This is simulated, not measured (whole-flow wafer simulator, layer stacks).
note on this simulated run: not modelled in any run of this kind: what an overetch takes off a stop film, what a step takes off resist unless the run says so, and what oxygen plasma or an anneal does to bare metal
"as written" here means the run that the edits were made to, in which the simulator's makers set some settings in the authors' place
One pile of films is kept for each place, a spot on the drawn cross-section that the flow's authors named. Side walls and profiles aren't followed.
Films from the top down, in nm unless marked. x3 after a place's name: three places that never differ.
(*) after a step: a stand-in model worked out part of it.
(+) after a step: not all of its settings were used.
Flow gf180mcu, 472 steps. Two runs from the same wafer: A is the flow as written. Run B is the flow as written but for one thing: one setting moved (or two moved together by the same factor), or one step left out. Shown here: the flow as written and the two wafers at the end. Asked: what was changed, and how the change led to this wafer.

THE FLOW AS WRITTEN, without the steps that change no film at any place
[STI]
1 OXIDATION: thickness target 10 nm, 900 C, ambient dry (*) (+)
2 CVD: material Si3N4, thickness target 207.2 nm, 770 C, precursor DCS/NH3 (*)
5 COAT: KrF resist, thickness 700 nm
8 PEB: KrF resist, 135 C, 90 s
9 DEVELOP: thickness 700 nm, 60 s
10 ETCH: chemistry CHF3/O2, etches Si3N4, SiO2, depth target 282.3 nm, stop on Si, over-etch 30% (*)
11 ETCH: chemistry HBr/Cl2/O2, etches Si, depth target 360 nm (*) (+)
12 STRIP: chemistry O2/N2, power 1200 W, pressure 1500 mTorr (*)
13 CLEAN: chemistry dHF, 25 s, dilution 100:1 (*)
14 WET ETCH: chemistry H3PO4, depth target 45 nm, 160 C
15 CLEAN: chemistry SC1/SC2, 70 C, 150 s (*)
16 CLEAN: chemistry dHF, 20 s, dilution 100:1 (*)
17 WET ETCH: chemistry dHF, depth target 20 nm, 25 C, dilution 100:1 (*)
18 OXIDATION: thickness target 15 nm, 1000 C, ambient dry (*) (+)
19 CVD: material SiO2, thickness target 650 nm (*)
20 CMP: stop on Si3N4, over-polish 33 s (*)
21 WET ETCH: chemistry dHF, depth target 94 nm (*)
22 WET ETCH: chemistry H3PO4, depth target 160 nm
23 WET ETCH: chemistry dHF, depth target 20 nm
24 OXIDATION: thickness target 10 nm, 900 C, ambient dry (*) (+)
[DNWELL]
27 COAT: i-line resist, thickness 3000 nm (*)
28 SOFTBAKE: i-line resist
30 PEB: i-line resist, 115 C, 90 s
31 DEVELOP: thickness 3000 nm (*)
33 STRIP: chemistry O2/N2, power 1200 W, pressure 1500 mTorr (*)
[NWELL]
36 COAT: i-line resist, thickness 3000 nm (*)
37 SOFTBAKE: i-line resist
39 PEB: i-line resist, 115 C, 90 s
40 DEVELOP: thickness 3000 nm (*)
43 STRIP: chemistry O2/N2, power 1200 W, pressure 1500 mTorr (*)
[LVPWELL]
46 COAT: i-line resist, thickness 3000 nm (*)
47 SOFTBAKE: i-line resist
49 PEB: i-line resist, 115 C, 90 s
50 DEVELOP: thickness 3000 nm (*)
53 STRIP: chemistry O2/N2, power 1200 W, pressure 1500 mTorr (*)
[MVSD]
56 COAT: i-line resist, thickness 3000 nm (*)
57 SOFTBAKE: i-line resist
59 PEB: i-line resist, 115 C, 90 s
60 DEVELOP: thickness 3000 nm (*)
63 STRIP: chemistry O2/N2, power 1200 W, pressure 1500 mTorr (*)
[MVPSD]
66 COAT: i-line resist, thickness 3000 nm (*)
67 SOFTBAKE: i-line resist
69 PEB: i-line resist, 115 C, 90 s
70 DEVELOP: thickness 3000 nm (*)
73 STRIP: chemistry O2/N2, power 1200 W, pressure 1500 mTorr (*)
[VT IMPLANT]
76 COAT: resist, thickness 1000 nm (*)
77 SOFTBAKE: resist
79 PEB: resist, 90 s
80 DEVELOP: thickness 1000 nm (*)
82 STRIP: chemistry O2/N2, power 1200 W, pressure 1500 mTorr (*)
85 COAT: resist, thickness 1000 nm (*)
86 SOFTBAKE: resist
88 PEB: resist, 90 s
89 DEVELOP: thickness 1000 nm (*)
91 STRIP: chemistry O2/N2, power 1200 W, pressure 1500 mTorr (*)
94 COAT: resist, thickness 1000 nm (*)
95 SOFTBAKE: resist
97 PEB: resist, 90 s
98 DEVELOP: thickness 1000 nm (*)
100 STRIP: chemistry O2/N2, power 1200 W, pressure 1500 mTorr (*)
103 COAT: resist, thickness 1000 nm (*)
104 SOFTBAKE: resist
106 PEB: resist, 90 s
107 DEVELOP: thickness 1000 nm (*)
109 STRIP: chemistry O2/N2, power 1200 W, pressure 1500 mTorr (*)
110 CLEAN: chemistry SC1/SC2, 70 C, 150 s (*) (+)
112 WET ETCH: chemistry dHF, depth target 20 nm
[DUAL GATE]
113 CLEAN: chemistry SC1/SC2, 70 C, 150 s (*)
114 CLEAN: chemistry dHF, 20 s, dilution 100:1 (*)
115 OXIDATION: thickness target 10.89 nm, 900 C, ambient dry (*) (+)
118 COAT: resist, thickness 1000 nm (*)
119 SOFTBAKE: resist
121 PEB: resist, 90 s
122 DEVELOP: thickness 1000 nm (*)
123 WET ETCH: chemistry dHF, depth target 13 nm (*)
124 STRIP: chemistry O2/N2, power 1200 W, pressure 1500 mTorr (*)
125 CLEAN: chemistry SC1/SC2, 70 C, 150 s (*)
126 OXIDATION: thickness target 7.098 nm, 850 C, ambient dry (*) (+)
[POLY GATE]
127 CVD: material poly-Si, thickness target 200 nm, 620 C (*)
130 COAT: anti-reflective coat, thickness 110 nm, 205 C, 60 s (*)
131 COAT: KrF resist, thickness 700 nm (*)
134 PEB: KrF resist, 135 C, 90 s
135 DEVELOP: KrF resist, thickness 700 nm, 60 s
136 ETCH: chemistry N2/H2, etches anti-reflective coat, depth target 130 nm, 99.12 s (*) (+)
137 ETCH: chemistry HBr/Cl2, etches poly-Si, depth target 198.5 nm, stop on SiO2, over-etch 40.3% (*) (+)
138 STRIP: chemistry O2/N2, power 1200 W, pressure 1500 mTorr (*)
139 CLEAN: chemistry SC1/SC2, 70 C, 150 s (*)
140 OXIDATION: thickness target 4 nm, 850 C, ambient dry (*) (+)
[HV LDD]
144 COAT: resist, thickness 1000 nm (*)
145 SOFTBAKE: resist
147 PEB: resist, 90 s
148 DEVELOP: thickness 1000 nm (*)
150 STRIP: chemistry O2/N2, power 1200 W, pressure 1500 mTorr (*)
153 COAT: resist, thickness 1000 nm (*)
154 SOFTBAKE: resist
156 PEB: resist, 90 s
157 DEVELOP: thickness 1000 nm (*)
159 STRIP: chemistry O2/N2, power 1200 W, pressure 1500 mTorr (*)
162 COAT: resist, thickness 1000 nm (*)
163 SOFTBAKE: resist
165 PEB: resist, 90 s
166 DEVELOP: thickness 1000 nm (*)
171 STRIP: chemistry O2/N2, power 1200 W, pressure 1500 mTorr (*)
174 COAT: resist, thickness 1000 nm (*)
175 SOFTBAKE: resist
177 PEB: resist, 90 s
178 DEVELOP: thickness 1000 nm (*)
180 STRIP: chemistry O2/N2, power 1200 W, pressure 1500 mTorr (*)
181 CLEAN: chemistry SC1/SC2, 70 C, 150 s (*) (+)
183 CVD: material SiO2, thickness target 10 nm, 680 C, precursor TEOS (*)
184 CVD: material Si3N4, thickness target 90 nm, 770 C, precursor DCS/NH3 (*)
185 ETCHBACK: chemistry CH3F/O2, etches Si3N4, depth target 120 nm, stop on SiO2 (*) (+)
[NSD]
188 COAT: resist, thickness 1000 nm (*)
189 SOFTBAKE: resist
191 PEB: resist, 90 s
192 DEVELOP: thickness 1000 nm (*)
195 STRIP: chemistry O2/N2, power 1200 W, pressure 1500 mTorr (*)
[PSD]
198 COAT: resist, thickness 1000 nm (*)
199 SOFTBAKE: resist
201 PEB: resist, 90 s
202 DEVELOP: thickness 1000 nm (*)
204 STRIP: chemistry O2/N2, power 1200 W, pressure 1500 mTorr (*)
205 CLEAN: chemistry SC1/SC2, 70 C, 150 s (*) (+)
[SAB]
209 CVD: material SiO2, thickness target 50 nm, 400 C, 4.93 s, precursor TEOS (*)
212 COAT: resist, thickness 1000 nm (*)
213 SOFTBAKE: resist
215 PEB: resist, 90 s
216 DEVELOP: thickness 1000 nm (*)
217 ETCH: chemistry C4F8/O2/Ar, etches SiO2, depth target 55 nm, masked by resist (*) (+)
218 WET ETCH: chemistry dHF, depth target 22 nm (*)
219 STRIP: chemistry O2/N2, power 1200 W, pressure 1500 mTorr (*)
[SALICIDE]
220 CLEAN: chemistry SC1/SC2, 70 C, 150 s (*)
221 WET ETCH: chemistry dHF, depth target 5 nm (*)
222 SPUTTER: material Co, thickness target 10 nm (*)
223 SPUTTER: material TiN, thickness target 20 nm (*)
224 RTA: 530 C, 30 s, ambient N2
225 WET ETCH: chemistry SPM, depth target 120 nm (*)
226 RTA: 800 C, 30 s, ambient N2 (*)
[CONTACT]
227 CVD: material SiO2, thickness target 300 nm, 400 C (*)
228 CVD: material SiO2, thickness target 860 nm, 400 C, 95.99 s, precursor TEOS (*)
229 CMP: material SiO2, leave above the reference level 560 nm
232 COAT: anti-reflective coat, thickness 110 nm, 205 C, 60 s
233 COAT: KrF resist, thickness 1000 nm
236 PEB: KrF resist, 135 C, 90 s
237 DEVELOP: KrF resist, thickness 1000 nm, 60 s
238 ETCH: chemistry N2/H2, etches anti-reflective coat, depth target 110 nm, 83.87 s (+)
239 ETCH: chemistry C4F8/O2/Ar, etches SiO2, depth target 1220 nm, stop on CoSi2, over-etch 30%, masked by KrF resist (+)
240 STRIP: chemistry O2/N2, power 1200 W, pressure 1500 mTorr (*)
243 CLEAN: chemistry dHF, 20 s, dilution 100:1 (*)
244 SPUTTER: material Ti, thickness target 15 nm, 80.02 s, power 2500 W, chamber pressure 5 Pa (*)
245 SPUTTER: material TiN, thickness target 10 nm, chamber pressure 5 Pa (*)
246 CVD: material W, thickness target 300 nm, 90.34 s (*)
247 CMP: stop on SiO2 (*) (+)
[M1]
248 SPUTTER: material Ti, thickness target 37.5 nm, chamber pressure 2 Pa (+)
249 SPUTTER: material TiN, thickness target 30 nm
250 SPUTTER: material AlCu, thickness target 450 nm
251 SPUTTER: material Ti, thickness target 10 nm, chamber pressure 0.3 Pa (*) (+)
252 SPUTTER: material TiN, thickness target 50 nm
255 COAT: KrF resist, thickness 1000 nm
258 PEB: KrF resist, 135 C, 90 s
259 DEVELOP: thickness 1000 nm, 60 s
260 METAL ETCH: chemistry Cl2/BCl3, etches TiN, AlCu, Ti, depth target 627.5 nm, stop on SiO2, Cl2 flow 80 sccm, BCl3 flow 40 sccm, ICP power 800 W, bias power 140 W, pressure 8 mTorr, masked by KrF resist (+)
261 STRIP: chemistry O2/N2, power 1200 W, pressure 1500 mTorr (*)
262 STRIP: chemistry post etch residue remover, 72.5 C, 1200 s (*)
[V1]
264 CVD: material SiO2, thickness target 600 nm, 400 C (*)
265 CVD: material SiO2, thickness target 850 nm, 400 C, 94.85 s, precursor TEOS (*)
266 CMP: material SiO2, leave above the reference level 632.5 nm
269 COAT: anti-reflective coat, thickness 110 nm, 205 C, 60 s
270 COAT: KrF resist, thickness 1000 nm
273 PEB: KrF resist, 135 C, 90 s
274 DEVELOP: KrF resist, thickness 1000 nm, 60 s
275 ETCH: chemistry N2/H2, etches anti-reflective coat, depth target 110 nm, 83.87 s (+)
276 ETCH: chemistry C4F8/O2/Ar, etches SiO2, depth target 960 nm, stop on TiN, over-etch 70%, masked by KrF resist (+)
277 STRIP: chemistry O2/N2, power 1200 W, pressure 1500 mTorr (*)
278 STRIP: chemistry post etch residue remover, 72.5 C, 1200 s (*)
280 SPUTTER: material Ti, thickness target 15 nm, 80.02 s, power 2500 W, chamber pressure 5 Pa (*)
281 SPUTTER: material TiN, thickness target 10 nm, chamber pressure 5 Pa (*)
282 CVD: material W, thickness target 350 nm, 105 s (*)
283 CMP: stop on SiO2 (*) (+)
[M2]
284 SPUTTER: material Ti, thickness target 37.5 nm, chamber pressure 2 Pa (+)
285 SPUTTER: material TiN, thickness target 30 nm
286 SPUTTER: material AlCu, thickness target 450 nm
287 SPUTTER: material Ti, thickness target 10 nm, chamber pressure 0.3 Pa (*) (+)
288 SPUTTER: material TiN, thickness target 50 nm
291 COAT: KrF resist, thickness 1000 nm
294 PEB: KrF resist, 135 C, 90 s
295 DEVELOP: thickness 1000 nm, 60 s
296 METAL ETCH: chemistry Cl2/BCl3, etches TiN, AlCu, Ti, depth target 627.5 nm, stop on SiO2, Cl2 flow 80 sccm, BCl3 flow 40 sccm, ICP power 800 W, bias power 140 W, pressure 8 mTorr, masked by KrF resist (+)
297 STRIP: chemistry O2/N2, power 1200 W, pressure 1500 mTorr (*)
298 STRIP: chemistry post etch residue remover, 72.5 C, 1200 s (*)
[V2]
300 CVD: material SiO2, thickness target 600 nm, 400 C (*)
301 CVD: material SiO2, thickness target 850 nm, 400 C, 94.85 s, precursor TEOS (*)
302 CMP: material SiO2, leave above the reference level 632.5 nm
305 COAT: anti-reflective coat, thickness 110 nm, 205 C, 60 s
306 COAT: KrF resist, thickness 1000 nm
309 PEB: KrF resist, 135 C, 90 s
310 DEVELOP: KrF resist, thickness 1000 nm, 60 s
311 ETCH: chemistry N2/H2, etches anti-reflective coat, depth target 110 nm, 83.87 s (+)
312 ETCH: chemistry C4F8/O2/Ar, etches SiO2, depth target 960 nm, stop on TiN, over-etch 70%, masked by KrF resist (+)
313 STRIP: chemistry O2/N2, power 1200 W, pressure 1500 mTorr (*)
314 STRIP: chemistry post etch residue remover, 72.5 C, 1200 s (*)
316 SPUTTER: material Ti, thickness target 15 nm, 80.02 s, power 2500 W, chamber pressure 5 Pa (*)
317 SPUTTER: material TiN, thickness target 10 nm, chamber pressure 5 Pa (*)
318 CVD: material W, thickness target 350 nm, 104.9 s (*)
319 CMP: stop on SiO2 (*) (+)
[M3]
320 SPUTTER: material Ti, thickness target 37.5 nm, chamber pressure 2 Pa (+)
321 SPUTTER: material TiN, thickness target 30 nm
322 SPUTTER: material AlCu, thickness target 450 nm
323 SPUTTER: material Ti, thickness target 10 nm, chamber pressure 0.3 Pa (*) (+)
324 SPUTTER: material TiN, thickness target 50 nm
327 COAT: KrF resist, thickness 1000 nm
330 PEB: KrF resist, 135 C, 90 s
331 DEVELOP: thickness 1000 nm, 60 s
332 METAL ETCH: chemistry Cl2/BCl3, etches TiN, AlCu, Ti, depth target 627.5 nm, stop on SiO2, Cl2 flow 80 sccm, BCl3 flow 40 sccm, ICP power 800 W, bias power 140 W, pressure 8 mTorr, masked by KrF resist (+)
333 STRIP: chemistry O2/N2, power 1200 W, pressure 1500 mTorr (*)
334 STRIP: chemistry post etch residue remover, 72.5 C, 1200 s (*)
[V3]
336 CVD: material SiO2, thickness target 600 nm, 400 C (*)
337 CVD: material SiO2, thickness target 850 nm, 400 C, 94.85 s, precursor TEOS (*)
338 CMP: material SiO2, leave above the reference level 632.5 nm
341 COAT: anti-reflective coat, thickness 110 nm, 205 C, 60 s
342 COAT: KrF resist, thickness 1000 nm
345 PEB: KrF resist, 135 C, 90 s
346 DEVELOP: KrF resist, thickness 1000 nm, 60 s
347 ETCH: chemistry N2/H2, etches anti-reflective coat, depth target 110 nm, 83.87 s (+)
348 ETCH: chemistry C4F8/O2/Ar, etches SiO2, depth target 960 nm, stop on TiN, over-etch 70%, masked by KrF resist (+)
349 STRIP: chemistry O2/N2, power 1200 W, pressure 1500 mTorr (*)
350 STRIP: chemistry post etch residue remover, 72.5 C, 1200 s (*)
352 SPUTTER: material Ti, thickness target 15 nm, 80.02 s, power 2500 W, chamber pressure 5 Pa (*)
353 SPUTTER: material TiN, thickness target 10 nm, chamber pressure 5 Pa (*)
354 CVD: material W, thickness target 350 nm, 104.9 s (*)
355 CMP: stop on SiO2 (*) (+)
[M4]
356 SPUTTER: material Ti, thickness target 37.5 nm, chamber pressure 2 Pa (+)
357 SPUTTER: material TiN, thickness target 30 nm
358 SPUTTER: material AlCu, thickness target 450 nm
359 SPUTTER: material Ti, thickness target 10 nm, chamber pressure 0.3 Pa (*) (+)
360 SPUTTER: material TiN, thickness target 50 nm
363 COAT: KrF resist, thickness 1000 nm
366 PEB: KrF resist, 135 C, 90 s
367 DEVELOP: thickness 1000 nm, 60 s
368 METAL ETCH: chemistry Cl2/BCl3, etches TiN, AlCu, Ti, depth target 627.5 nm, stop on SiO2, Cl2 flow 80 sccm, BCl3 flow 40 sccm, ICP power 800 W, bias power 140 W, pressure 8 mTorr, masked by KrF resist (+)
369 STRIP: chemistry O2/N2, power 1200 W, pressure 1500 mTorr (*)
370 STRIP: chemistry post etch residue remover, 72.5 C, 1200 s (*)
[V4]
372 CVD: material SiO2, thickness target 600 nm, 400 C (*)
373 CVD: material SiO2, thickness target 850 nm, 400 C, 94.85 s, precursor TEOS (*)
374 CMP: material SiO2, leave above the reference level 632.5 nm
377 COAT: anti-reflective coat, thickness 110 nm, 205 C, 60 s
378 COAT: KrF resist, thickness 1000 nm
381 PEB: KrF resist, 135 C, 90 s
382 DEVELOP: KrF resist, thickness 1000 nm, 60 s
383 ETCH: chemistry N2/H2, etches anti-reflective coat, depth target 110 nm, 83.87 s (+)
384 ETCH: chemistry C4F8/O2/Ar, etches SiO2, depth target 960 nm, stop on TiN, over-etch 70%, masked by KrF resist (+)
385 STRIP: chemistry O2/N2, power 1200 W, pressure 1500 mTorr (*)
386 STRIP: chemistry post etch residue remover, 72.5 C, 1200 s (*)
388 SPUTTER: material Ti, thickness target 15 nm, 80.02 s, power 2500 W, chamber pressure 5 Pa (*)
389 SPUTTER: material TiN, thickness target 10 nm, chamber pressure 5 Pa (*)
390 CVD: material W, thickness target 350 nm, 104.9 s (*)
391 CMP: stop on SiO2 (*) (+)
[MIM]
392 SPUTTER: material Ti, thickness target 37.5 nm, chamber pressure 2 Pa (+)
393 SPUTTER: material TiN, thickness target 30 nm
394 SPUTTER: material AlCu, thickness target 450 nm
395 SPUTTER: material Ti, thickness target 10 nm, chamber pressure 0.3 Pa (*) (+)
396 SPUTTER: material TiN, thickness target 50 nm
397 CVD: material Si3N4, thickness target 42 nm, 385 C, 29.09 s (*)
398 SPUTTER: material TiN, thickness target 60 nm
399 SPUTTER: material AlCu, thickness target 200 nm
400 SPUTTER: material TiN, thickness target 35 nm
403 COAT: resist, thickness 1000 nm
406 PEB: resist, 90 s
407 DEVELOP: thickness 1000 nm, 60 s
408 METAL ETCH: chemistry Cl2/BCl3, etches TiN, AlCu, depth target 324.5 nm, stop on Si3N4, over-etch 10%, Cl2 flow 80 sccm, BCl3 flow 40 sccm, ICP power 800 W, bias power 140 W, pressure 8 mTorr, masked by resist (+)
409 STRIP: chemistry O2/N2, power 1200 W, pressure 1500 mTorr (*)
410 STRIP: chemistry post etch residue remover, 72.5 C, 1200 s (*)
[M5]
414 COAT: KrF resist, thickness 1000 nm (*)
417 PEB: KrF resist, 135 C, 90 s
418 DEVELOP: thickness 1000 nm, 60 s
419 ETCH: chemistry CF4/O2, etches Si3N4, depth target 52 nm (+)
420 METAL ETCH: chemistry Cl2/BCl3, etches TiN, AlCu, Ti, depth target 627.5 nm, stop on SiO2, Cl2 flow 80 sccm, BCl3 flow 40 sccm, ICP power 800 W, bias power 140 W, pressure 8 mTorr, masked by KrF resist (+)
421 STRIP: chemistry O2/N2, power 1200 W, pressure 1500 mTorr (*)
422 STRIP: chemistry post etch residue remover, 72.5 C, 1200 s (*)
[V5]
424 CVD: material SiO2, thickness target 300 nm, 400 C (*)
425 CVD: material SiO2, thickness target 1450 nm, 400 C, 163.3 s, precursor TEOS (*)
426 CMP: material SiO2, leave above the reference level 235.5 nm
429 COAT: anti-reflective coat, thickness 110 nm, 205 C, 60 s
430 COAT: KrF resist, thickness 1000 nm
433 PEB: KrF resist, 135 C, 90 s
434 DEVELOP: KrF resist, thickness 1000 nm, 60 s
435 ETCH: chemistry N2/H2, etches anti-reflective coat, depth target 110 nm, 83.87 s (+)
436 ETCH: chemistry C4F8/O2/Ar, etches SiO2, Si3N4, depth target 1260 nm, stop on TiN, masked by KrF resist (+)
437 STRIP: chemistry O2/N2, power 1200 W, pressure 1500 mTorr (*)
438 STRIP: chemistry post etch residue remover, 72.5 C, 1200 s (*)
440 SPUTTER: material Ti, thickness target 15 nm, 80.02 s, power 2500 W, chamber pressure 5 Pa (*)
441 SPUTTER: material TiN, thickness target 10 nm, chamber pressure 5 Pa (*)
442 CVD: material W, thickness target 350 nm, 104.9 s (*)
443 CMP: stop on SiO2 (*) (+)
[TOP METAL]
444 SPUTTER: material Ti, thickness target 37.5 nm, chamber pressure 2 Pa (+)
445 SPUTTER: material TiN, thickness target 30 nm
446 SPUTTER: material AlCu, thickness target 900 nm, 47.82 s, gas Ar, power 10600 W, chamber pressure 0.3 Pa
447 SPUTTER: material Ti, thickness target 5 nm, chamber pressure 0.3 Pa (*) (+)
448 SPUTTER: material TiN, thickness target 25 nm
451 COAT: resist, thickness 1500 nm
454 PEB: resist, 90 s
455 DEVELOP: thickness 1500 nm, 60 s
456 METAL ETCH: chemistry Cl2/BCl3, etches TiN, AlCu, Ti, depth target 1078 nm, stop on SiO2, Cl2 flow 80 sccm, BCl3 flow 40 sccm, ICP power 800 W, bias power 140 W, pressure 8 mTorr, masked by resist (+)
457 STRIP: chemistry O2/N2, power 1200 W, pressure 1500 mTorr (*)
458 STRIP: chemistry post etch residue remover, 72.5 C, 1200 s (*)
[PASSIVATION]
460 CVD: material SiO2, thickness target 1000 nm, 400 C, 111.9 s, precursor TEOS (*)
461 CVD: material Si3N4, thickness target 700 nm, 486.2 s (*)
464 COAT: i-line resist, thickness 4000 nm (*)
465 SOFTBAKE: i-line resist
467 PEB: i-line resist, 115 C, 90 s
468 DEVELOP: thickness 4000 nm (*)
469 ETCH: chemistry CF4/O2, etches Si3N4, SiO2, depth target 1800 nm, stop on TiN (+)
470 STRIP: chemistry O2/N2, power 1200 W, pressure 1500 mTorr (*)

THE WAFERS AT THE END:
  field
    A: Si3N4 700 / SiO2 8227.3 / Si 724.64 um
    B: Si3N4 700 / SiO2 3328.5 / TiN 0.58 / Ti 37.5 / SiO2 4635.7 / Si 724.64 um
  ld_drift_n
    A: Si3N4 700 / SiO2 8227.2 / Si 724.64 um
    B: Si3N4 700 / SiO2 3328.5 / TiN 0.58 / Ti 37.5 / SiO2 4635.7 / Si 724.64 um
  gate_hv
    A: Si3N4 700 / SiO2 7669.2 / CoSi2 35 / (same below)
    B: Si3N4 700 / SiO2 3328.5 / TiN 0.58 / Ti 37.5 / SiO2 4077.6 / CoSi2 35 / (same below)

The cause: step 358, SPUTTER: thickness target 225 nm was run, where the flow has thickness target 450 nm; step 368, METAL ETCH: depth target 314 nm was run, where the flow has depth target 627.5 nm.

How the change led to this, step by step:
  358 SPUTTER: material AlCu, thickness target 450 nm
      field, field__w1, field__w2 and 108 more: A AlCu +450 (new film) | B AlCu +225 (new film)
  368 METAL ETCH: chemistry Cl2/BCl3, etches TiN, AlCu, Ti, depth target 627.5 nm, stop on SiO2, Cl2 flow 80 sccm, BCl3 flow 40 sccm, ICP power 800 W, bias power 140 W, pressure 8 mTorr, masked by KrF resist (+)
      field, field__w1, field__w2 and 103 more: A TiN -50 (all of it), Ti -10 (all of it), AlCu -450 (all of it), TiN -30 (all of it), Ti -37.5 (all of it) | B TiN -50 (all of it), Ti -10 (all of it), AlCu -225 (all of it), TiN -29
      field__w8, contact, m1, m1__w1, m1_nw: A KrF resist -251 | B KrF resist -125.6
  369 STRIP: chemistry O2/N2, power 1200 W, pressure 1500 mTorr (*)
      field__w8, contact, m1, m1__w1, m1_nw: A KrF resist -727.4 (all of it) | B KrF resist -852.8 (all of it)
  372 CVD: material SiO2, thickness target 600 nm, 400 C (*)
      field, field__w1, field__w2 and 103 more: A SiO2 +600 | B SiO2 +600 (new film)
  374 CMP: material SiO2, leave above the reference level 632.5 nm
      field, field__w1, field__w2 and 103 more: A SiO2 -300 | B SiO2 -563.1
Counting metal films that touch as one body, field has 1 body; the flow as written gives 0 bodies.
Counting metal films that touch as one body, ld_drift_n has 1 body; the flow as written gives 0 bodies.
Counting metal films that touch as one body, gate_hv has 2 bodies (between them, from the top down: SiO2 4077.6); the flow as written gives 1 body.
